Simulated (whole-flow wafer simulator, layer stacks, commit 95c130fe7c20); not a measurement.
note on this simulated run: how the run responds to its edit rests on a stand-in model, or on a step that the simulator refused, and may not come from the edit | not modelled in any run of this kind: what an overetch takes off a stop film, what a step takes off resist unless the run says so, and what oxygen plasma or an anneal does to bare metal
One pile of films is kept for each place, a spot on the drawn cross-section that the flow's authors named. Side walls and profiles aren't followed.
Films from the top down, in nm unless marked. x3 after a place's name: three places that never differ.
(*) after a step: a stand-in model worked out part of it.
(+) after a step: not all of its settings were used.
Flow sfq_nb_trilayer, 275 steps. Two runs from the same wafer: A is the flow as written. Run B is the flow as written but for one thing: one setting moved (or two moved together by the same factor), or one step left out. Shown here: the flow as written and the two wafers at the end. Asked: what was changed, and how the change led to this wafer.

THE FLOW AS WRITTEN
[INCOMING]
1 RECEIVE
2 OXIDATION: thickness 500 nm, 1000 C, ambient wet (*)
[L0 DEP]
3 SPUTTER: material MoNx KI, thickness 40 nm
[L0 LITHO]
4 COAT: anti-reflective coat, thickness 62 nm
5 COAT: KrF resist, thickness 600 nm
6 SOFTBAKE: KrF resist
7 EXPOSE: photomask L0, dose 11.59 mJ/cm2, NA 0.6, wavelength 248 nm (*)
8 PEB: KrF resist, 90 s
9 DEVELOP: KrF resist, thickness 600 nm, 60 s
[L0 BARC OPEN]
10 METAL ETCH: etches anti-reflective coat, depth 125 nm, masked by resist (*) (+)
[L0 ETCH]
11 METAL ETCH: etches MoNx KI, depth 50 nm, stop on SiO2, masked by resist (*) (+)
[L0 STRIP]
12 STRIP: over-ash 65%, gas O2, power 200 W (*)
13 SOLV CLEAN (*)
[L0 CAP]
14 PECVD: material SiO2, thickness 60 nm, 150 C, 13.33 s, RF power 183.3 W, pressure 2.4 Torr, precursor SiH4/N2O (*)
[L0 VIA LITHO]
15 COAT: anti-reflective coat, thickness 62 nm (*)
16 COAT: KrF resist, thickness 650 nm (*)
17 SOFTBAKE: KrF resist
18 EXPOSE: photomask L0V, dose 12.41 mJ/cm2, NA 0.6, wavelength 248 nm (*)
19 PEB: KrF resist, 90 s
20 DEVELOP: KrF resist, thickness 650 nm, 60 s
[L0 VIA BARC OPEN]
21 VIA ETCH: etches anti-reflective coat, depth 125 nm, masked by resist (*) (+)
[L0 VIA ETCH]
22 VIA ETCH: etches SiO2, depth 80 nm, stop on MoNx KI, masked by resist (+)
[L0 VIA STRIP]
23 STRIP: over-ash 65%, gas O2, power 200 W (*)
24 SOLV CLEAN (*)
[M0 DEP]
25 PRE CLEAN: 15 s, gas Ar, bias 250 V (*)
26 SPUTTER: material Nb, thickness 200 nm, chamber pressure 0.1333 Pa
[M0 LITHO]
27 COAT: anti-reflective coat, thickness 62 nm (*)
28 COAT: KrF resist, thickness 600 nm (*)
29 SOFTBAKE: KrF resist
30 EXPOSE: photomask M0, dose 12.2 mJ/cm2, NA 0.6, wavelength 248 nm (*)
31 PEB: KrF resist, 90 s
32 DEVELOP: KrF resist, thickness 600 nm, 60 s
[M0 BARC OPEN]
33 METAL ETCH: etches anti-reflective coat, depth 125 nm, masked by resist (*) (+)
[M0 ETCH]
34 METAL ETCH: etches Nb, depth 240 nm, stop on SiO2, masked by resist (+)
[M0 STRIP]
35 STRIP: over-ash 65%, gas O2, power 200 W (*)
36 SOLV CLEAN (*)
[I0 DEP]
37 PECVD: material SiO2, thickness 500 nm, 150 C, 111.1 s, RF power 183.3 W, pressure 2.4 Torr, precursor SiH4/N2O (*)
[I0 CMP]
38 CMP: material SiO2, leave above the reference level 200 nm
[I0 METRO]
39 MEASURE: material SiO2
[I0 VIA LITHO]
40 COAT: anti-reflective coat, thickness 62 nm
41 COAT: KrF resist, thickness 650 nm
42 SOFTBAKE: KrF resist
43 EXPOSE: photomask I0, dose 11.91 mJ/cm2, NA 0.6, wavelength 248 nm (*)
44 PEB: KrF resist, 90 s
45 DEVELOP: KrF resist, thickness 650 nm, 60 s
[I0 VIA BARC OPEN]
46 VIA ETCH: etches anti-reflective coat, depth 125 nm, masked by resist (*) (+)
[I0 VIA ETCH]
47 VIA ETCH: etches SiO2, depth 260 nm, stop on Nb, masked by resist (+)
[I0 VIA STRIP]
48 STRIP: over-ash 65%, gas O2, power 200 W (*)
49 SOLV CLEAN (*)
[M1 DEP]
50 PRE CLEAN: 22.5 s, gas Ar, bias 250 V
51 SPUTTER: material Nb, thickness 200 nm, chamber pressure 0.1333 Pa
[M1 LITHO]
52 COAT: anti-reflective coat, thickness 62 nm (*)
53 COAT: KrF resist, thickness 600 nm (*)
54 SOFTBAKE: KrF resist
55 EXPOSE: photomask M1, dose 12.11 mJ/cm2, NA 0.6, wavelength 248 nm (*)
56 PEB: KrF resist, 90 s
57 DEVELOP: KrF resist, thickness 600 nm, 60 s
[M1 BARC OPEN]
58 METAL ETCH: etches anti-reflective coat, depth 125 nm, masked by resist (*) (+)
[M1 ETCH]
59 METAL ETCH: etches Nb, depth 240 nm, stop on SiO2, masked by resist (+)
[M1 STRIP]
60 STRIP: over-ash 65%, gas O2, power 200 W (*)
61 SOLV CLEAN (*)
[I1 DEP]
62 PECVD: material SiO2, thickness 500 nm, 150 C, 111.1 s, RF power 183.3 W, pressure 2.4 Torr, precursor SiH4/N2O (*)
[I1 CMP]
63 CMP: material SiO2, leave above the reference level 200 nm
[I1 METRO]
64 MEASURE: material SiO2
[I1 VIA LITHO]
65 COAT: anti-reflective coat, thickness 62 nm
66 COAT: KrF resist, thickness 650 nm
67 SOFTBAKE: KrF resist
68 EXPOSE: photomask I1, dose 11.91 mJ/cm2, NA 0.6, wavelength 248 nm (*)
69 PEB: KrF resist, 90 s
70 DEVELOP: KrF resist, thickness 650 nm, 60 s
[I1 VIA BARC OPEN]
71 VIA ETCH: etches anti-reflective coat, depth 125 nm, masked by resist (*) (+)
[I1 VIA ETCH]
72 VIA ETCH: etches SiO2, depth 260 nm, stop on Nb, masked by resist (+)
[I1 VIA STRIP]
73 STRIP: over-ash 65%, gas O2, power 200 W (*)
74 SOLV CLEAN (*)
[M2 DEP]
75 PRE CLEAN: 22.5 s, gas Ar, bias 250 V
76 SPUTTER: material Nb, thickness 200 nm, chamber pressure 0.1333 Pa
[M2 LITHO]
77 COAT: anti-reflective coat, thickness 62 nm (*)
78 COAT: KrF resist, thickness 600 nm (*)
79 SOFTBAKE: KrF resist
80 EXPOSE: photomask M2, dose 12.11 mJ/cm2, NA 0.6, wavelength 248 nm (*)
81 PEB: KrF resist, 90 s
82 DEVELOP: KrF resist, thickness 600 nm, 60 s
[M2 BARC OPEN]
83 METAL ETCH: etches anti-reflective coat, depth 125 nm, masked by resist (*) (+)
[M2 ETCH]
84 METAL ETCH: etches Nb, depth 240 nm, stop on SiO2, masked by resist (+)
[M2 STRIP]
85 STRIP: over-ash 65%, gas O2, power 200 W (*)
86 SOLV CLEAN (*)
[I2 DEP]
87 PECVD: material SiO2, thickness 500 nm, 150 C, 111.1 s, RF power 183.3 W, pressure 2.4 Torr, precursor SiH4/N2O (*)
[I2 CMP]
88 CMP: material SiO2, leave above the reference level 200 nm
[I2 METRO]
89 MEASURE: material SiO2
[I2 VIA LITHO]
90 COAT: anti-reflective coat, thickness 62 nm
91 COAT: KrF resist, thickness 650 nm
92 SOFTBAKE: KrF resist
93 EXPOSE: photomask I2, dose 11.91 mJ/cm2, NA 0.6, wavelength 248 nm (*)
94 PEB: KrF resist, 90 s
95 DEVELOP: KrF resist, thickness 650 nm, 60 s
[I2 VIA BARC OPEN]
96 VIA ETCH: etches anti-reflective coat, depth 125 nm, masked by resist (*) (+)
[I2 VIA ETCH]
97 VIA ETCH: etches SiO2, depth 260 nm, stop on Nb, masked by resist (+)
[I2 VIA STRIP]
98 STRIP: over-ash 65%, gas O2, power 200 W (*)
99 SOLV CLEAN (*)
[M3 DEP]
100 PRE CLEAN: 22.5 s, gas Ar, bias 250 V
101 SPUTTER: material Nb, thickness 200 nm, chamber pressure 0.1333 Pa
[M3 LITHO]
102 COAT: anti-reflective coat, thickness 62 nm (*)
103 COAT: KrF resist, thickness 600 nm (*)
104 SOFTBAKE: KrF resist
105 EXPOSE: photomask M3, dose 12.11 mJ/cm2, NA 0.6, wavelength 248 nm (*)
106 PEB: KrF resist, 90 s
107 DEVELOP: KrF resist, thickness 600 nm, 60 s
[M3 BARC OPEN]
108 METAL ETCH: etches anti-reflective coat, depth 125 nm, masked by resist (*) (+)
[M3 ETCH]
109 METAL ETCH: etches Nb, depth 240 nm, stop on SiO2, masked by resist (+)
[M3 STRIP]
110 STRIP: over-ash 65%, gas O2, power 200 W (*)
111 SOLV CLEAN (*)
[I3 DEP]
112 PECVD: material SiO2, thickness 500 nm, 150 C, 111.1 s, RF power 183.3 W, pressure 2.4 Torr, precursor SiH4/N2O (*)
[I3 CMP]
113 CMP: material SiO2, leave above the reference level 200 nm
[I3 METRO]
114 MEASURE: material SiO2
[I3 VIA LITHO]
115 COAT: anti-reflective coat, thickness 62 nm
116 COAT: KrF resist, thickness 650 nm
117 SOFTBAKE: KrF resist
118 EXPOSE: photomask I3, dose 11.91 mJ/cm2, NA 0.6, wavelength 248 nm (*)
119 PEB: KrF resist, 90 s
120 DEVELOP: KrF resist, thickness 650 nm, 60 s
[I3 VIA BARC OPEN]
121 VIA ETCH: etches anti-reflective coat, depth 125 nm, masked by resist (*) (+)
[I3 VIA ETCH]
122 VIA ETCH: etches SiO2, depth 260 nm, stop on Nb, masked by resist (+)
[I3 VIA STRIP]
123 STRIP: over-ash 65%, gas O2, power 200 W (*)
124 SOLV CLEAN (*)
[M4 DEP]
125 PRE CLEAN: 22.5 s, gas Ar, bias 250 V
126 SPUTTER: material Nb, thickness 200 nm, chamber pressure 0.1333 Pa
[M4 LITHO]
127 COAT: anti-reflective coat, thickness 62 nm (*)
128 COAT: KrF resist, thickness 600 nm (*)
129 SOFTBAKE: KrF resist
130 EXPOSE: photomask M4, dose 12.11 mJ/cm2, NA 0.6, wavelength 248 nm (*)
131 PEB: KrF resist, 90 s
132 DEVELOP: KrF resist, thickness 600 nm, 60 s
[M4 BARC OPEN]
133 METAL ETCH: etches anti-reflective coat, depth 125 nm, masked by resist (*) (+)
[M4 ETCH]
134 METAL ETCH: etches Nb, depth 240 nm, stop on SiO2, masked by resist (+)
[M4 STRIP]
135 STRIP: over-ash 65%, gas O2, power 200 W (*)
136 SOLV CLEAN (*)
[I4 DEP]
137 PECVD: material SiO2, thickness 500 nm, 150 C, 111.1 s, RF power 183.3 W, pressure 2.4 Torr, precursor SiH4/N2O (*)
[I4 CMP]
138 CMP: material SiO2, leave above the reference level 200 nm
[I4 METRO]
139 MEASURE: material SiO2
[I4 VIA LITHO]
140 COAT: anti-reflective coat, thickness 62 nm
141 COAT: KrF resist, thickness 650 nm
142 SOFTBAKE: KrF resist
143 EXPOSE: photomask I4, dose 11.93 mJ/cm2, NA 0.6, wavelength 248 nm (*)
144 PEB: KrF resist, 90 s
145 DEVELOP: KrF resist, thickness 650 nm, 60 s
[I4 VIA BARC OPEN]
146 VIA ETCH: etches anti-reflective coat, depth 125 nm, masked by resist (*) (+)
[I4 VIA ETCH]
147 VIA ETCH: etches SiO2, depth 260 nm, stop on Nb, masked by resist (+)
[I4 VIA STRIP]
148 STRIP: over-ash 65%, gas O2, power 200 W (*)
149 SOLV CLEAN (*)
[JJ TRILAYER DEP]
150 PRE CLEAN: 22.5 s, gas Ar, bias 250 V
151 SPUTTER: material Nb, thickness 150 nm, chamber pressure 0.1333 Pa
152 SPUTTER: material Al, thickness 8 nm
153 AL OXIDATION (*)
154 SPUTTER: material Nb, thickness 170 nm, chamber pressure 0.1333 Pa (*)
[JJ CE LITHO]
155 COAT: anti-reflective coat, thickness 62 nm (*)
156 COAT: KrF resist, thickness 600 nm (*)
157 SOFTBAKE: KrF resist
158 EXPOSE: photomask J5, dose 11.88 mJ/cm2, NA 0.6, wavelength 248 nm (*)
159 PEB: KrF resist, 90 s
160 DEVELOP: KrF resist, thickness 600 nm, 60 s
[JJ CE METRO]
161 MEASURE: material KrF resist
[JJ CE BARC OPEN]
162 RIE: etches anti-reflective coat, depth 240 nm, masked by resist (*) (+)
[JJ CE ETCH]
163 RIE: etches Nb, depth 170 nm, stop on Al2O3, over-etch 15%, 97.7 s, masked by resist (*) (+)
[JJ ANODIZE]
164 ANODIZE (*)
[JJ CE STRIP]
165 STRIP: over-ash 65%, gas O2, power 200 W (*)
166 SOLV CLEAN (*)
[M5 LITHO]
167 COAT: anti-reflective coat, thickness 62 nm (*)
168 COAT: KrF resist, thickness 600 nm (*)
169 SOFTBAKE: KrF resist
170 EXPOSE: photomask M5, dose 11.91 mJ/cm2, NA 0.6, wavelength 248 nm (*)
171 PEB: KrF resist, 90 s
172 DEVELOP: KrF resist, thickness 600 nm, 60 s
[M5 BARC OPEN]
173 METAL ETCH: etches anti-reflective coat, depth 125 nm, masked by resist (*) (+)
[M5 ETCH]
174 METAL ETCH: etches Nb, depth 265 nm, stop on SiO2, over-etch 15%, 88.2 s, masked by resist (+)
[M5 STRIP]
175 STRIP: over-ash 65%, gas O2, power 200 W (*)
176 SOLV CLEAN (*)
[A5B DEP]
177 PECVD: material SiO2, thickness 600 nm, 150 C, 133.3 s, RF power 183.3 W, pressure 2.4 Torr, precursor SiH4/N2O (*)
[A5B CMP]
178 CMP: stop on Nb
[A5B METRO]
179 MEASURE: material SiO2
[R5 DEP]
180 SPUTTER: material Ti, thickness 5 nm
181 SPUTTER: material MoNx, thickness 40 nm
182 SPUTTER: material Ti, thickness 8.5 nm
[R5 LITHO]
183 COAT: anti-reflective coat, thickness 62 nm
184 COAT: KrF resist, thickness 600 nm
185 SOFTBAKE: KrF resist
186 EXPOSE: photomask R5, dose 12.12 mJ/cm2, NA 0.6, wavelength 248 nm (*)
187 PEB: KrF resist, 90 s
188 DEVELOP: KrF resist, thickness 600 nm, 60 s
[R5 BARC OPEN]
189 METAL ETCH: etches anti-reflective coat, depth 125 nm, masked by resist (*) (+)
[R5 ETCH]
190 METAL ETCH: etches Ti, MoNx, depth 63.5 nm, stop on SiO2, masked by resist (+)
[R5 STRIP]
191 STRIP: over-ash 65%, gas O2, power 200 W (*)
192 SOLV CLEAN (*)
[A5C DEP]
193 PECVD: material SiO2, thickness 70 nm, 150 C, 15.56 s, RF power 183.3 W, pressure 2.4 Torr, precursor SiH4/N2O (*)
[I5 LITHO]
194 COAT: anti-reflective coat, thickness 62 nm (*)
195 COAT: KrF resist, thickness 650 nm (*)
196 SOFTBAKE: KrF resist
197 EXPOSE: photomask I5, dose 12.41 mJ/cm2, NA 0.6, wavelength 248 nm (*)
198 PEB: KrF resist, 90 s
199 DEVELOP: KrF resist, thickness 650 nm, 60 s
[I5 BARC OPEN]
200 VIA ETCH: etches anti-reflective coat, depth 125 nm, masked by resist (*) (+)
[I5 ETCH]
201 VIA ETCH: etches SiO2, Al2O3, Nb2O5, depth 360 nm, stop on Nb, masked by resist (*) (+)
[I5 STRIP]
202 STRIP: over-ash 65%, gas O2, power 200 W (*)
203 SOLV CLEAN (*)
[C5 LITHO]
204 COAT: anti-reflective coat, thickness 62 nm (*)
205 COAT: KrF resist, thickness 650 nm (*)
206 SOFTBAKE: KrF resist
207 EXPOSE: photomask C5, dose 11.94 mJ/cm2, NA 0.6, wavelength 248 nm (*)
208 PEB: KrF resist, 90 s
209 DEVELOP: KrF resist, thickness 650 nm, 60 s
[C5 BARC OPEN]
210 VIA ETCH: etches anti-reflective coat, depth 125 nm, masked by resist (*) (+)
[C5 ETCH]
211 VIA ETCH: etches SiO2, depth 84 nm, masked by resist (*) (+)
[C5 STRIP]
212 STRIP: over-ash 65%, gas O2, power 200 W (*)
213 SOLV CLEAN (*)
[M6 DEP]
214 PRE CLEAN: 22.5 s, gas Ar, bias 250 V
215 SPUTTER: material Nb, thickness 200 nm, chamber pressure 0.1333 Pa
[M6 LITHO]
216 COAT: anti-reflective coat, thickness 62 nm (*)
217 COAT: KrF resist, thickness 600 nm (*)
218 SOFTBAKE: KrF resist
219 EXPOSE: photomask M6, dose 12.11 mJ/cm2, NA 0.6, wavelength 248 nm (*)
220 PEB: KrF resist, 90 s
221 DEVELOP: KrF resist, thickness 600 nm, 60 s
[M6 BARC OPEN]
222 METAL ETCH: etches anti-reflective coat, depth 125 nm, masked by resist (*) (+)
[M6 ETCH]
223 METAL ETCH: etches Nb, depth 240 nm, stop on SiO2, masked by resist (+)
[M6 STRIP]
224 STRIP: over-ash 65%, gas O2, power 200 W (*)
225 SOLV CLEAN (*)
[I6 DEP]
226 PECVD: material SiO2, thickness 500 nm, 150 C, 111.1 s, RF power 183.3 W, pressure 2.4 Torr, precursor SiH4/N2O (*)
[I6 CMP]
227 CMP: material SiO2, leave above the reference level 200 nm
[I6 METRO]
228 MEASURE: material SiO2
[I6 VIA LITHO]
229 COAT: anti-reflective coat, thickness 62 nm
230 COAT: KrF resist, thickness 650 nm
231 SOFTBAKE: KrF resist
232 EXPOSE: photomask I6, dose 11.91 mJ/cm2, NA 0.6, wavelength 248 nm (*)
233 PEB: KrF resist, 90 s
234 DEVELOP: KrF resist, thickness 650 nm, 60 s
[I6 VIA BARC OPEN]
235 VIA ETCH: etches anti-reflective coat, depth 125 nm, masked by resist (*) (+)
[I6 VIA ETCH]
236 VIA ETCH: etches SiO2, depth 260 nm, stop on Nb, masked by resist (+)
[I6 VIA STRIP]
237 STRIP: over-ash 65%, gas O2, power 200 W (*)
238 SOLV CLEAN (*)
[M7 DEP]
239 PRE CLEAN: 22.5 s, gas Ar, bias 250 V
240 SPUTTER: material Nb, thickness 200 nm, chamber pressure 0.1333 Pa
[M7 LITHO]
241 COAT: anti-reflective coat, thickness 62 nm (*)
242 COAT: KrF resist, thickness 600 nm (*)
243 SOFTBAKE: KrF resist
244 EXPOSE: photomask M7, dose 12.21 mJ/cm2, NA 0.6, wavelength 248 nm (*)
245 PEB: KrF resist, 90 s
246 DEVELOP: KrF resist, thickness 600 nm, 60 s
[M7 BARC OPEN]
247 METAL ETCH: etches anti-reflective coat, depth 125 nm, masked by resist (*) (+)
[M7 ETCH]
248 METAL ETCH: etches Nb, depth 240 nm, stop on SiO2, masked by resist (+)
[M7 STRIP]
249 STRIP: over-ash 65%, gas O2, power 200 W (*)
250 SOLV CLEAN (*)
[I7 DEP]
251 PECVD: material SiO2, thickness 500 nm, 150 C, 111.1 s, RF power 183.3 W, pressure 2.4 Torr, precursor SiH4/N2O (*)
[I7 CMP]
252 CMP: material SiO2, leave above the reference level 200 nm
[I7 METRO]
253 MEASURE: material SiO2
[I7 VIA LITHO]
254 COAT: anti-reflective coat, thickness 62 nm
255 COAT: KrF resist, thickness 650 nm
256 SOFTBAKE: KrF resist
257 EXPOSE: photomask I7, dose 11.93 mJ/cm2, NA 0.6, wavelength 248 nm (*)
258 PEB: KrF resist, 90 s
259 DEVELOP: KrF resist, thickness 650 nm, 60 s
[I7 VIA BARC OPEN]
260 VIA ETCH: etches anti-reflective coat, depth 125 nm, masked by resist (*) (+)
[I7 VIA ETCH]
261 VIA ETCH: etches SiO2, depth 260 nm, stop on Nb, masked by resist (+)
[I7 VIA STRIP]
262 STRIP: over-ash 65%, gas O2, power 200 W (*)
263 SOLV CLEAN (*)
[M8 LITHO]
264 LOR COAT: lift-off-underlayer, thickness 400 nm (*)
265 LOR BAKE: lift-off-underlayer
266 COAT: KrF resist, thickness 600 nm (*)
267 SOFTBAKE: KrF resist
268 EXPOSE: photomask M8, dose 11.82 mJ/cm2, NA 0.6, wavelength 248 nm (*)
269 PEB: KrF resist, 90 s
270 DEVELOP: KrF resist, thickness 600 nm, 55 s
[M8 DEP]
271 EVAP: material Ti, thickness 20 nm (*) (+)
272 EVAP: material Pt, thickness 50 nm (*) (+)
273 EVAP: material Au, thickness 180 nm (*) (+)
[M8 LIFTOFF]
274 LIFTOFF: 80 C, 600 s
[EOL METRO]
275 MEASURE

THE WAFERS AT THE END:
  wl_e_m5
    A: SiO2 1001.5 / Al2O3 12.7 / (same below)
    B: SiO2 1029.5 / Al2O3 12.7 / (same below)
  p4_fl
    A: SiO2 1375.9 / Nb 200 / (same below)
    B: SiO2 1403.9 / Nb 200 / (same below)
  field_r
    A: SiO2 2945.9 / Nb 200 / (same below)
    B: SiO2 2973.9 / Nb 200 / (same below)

The cause: step 215, SPUTTER: thickness 228 nm was run, where the flow has thickness 200 nm.

How the change led to this, step by step:
  215 SPUTTER: material Nb, thickness 200 nm, chamber pressure 0.1333 Pa
      field_l, v_sur, via_wl and 100 more: A Nb +200 (new film) | B Nb +228 (new film)
      be: A Nb +147.3 | B Nb +167.6
      (and at 2 more places)
  223 METAL ETCH: etches Nb, depth 240 nm, stop on SiO2, masked by resist (+)
      field_l, gap, moat and 76 more: A Nb -200 (all of it) | B Nb -228 (all of it)
  226 PECVD: material SiO2, thickness 500 nm, 150 C, 111.1 s, RF power 183.3 W, pressure 2.4 Torr, precursor SiH4/N2O (*)
      gap, wl_a_sl, m6r_space_l, m6r_space_r: A SiO2 +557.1 | B SiO2 +585.1
  227 CMP: material SiO2, leave above the reference level 200 nm
      field_l, p4_fl, p4_fm and 59 more: A SiO2 -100 | B SiO2 -72
      moat, field_r, lsp_l, ln_m5, lsp_m: A SiO2 -93.6 | B SiO2 -64.7
      (and at 8 more places)
